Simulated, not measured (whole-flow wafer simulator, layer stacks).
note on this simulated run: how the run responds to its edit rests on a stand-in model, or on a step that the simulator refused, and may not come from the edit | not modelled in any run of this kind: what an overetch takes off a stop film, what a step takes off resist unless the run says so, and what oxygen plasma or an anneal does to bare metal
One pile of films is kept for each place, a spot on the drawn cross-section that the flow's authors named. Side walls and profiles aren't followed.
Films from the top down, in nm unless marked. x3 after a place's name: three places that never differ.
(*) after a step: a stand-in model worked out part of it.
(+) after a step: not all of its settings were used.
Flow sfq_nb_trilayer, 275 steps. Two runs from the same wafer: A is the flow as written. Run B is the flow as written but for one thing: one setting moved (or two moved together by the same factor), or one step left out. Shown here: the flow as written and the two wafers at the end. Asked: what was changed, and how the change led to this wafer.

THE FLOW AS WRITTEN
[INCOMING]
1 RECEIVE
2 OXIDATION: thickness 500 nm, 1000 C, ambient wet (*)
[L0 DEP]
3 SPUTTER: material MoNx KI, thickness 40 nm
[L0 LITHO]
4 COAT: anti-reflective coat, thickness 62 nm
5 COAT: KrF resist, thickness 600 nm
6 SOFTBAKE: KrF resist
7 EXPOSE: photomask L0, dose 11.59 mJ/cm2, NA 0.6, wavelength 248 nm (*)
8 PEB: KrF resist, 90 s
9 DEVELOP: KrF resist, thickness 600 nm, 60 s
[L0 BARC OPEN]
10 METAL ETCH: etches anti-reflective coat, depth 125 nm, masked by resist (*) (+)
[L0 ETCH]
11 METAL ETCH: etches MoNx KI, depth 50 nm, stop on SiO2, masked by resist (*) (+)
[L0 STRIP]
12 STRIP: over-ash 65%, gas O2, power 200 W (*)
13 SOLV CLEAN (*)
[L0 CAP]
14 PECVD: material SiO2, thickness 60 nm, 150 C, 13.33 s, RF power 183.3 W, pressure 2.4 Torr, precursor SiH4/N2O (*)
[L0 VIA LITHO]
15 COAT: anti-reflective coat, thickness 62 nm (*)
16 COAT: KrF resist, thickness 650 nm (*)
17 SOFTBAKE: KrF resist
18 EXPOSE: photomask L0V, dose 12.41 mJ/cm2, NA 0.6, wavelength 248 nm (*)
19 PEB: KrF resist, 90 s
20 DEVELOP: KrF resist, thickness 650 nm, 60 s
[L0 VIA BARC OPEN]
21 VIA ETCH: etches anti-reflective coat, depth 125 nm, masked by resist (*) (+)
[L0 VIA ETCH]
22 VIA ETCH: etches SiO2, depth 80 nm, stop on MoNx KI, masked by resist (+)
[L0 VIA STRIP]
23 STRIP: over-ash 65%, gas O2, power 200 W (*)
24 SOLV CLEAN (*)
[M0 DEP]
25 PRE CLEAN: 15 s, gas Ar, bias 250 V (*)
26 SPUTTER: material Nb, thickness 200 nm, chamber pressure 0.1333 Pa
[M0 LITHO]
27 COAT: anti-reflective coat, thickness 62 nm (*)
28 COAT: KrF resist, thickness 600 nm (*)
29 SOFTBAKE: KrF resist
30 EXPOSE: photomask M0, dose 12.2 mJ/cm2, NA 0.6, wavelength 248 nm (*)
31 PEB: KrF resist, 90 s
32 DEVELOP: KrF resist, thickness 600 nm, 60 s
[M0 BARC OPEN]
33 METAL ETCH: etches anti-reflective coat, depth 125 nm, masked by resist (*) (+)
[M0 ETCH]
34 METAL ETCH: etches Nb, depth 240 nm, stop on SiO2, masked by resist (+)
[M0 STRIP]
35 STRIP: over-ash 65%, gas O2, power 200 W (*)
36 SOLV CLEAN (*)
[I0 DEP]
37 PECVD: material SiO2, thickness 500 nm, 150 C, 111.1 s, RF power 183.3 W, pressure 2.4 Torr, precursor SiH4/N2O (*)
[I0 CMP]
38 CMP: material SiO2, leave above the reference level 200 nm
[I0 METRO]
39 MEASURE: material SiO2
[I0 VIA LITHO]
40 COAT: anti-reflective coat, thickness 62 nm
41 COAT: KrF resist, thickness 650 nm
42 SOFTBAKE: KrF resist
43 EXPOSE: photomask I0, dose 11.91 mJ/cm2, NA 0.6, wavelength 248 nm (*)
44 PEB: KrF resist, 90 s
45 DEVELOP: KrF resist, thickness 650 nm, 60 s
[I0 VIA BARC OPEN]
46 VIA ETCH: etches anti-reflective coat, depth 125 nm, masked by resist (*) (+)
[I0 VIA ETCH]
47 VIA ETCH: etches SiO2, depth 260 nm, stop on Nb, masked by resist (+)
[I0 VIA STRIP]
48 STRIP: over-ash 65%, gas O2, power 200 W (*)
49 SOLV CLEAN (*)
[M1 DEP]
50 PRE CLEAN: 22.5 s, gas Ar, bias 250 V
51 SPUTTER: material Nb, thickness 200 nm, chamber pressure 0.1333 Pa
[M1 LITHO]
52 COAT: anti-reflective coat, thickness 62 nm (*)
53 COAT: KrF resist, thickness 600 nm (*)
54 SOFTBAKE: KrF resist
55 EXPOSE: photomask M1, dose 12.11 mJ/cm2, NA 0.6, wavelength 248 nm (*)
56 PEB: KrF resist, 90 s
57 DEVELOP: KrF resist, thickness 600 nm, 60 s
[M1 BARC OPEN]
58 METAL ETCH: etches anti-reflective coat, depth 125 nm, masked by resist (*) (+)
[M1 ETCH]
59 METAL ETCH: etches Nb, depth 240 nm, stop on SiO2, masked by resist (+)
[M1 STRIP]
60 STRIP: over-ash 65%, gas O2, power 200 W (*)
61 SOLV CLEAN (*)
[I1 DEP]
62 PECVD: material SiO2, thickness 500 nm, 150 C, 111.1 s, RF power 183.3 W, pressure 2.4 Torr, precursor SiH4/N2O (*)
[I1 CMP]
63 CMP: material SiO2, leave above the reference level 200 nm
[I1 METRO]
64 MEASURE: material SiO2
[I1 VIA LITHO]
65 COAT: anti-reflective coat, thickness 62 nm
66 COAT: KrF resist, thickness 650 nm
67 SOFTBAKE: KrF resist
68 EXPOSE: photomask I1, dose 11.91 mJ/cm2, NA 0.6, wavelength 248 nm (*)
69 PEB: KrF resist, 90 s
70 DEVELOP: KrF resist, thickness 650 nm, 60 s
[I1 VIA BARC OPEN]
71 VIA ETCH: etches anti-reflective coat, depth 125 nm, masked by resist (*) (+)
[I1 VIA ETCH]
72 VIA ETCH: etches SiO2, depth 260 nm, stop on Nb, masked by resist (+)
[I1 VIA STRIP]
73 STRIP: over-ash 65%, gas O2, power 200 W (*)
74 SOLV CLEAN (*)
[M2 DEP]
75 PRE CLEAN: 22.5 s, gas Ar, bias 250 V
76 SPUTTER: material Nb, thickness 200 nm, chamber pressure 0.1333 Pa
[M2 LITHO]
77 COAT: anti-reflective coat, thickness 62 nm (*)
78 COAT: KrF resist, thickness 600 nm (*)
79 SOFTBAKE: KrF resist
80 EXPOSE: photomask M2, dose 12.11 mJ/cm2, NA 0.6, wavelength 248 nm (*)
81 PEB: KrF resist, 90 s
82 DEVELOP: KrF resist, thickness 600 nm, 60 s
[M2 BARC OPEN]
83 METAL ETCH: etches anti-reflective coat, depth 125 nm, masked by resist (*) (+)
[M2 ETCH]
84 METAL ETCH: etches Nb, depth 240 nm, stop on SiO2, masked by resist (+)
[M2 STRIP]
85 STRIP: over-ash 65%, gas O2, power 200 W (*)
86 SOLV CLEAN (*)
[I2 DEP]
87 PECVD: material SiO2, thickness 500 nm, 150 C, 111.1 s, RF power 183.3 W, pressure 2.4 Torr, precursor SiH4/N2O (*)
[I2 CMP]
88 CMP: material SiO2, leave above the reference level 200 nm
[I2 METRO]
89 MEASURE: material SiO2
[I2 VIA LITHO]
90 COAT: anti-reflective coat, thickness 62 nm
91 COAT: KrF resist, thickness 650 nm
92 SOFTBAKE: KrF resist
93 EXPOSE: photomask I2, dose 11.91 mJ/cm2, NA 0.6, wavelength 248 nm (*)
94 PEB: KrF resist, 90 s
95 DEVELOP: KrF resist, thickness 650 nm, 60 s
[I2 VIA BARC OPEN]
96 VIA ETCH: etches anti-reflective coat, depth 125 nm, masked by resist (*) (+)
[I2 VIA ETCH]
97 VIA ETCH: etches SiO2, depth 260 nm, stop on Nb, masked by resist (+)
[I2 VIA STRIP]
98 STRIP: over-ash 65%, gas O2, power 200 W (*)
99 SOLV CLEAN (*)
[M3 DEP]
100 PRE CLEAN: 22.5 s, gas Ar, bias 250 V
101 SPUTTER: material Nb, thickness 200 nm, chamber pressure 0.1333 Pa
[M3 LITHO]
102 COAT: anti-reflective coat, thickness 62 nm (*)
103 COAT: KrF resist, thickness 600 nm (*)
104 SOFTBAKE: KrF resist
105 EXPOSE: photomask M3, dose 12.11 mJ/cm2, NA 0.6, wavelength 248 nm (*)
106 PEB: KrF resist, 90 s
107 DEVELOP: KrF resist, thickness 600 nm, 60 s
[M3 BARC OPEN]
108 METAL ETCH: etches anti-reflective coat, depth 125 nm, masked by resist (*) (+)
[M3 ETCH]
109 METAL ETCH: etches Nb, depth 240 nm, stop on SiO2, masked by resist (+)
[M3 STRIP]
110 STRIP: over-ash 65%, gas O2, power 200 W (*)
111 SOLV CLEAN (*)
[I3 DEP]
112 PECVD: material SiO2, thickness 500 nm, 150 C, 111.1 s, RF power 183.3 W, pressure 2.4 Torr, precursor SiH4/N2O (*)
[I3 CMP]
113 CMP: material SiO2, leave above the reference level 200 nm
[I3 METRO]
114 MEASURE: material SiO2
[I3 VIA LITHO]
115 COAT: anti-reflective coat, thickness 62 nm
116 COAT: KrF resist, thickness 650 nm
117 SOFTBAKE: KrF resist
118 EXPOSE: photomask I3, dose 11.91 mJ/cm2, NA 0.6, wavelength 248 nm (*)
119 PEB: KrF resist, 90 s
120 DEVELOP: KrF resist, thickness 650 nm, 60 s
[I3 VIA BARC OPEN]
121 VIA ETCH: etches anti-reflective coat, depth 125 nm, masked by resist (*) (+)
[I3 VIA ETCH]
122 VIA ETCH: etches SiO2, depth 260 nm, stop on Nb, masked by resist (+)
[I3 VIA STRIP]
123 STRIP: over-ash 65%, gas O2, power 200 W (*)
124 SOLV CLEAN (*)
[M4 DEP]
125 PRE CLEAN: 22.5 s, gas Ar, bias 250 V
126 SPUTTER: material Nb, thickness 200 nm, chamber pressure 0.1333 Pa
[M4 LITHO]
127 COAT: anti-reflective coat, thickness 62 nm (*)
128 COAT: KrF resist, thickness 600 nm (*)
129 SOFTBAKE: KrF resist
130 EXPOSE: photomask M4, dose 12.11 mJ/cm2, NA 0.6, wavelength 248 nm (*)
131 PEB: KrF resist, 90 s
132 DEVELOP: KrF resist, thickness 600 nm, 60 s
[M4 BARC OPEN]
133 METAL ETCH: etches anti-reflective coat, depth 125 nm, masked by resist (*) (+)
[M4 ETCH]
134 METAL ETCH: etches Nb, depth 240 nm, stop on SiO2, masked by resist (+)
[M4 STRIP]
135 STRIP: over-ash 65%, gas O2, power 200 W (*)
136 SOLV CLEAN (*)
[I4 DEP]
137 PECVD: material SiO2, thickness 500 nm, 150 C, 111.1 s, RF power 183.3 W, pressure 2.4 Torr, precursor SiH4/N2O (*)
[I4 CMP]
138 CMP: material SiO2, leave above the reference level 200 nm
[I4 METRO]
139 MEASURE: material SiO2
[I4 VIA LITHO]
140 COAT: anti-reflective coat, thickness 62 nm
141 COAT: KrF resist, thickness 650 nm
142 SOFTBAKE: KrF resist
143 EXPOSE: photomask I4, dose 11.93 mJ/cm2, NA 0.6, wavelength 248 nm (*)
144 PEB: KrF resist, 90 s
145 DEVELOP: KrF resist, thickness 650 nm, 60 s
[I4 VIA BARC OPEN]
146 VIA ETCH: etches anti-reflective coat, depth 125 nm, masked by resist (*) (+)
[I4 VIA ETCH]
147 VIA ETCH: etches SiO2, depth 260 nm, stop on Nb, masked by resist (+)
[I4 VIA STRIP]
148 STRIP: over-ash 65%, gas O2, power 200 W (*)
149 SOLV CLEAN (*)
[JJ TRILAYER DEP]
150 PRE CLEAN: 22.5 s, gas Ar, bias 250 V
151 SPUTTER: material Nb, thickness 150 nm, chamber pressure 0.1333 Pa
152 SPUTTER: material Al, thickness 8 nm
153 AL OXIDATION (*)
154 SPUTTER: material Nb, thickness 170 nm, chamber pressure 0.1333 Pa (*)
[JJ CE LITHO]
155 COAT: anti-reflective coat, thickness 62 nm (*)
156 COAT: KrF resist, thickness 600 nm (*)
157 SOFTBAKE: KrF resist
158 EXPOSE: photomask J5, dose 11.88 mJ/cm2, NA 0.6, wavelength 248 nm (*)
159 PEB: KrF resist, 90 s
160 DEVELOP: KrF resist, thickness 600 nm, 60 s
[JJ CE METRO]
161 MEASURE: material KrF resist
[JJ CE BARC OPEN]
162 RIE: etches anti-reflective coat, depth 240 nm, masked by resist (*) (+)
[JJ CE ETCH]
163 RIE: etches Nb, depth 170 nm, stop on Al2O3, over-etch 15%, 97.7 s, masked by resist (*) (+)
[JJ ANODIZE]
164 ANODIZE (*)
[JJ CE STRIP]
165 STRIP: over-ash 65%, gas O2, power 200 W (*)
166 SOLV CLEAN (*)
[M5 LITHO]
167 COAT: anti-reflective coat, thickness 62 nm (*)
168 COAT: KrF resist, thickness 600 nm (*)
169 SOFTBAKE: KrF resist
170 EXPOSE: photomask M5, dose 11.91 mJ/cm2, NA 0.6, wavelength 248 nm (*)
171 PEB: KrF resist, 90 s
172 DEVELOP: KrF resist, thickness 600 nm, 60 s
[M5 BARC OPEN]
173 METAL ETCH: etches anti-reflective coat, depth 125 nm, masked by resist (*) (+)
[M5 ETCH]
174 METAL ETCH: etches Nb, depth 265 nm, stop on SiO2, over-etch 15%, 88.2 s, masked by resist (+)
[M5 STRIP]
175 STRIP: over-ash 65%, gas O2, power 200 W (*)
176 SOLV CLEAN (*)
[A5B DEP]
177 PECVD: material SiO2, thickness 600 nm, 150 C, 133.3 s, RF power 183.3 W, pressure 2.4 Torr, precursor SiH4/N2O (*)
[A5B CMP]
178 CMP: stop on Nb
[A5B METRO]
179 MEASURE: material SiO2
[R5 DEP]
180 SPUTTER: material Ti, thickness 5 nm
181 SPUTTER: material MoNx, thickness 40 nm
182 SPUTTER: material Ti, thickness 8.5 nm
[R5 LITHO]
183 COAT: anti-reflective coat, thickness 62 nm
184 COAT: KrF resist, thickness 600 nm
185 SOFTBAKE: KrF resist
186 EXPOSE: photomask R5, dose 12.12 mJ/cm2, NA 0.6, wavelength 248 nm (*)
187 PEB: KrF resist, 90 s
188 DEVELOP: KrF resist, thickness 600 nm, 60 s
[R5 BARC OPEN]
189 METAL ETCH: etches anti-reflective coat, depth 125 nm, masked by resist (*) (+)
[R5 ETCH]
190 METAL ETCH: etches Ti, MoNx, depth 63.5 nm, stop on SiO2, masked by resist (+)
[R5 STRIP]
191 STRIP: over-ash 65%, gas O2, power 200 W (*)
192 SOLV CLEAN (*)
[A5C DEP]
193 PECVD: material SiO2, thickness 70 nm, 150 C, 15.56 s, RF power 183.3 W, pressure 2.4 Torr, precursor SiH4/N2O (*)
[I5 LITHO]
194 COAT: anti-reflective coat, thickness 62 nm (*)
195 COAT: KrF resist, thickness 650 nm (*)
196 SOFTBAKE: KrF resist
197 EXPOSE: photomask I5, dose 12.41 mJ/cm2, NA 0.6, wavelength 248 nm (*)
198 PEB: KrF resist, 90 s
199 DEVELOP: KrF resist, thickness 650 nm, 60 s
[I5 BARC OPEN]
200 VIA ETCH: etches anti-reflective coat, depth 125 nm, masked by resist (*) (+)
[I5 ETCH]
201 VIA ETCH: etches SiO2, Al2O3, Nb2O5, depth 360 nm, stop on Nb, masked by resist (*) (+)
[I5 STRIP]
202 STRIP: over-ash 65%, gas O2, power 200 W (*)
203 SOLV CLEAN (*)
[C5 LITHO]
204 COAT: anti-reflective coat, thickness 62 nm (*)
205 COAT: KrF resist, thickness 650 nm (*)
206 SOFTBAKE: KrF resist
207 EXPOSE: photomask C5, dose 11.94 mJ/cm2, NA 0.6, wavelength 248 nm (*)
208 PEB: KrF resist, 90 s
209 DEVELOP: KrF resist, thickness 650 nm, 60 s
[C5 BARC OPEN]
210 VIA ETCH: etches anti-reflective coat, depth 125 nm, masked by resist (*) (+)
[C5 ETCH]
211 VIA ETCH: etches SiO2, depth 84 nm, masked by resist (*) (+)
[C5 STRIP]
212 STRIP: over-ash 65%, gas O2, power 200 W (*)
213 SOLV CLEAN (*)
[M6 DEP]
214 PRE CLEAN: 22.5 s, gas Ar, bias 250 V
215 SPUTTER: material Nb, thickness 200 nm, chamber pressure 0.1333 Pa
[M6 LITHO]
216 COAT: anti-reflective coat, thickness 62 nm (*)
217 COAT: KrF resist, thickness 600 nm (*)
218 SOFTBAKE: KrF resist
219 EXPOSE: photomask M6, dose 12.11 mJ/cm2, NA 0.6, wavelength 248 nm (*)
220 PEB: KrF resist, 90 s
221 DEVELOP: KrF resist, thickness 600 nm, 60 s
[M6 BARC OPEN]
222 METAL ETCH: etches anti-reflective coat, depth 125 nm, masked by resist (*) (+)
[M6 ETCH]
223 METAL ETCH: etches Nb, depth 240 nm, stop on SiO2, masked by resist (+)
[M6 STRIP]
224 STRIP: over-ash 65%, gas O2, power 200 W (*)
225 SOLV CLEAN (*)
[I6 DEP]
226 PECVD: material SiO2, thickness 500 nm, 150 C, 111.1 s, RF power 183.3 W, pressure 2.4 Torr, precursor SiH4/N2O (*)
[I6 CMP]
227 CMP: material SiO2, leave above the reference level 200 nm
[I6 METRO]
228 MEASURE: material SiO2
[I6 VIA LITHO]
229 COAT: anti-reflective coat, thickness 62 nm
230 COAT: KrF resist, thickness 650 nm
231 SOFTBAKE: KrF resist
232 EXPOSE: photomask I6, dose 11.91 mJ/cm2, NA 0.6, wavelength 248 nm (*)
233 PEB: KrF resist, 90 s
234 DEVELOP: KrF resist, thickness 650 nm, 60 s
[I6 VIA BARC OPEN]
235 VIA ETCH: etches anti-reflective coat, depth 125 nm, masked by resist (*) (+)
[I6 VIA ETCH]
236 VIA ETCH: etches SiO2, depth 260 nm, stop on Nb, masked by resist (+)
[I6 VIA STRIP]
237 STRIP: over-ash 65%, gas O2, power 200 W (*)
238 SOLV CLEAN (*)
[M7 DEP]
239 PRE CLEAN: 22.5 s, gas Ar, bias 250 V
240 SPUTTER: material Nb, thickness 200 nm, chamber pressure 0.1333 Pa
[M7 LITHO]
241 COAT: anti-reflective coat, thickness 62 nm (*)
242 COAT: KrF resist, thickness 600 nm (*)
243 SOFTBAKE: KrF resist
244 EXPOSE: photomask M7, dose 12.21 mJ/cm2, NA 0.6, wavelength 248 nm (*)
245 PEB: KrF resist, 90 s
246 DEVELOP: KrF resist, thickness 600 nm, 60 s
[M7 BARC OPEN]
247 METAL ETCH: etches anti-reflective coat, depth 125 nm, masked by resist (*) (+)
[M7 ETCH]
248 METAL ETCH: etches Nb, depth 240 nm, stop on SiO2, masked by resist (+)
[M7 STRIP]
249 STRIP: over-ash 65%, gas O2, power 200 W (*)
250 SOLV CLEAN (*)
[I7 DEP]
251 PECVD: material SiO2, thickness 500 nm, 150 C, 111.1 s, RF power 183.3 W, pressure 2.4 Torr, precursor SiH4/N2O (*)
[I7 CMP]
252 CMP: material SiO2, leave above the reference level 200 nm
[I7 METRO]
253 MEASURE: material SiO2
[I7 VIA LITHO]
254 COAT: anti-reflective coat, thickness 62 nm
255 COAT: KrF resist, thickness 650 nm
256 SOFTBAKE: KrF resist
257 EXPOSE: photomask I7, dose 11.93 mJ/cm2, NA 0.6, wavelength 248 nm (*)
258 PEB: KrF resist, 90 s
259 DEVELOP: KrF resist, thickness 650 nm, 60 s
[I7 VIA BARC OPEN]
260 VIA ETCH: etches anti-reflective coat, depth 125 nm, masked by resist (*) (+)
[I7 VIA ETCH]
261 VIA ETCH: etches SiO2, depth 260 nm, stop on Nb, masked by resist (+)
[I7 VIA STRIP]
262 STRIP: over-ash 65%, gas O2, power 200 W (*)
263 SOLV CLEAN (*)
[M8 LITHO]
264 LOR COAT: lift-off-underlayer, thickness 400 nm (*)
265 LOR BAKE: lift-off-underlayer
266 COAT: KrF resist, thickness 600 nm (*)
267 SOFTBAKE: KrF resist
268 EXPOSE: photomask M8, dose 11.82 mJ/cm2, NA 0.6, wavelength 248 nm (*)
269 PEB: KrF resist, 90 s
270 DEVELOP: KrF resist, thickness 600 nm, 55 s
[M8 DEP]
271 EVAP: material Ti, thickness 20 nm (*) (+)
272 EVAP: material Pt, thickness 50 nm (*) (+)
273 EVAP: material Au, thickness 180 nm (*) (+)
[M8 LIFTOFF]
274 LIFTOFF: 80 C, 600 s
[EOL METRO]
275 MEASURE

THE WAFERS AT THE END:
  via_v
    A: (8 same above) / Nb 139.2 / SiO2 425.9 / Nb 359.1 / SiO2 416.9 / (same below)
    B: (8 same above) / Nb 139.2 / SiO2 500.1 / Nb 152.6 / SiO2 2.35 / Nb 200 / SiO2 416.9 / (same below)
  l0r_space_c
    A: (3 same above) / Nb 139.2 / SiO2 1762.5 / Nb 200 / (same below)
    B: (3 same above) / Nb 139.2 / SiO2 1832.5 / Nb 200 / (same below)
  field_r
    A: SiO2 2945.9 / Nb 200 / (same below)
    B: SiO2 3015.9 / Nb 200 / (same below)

The cause: step 113, CMP: leave above the reference level 270 nm was run, where the flow has leave above the reference level 200 nm.

How the change led to this, step by step:
  113 CMP: material SiO2, leave above the reference level 200 nm
      field_l, be, be_sur and 64 more: A SiO2 -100 | B SiO2 -30
      v_sur, via_wl, via_wr and 27 more: A SiO2 -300 | B SiO2 -230
      (and at 9 more places)
  122 VIA ETCH: etches SiO2, depth 260 nm, stop on Nb, masked by resist (+)
      via_v: A SiO2 -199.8 (all of it) | B SiO2 -260
  125 PRE CLEAN: 22.5 s, gas Ar, bias 250 V
      via_v: A Nb -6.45 | B SiO2 -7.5
  126 SPUTTER: material Nb, thickness 200 nm, chamber pressure 0.1333 Pa
      via_v: A Nb +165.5 | B Nb +152.6 (new film)
  127 COAT: anti-reflective coat, thickness 62 nm (*)
      via_sp: A anti-reflective coat +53 (new film) | B anti-reflective coat +50.1 (new film)
      via_v: A anti-reflective coat +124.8 (new film) | B anti-reflective coat +128.6 (new film)
      (and at 1 more place)
  128 COAT: KrF resist, thickness 600 nm (*)
      via_v: A KrF resist +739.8 (new film) | B KrF resist +797.5 (new film)
  135 STRIP: over-ash 65%, gas O2, power 200 W (*)
      via_sp: A KrF resist -373.9 (all of it), anti-reflective coat -53 (all of it) | B KrF resist -369.8 (all of it), anti-reflective coat -50.1 (all of it)
      via_v: A KrF resist -521.8 (all of it), anti-reflective coat -124.8 (all of it) | B KrF resist -579.3 (all of it), anti-reflective coat -128.6 (all of it)
      (and at 1 more place)
  137 PECVD: material SiO2, thickness 500 nm, 150 C, 111.1 s, RF power 183.3 W, pressure 2.4 Torr, precursor SiH4/N2O (*)
      via_v: A SiO2 +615 (new film) | B SiO2 +664.6 (new film)
  138 CMP: material SiO2, leave above the reference level 200 nm
      via_v: A SiO2 -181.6 | B SiO2 -157.1
Counting metal films that touch as one body, via_v has 7 bodies (between them, from the top down: SiO2 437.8; SiO2 209 / Al2O3 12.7 / Nb2O5 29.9; SiO2 500.1; SiO2 2.35; SiO2 416.9; SiO2 192.5); the flow as written gives 6 bodies (between them, from the top down: SiO2 437.8; SiO2 209 / Al2O3 12.7 / Nb2O5 29.9; SiO2 425.9; SiO2 416.9; SiO2 192.5).
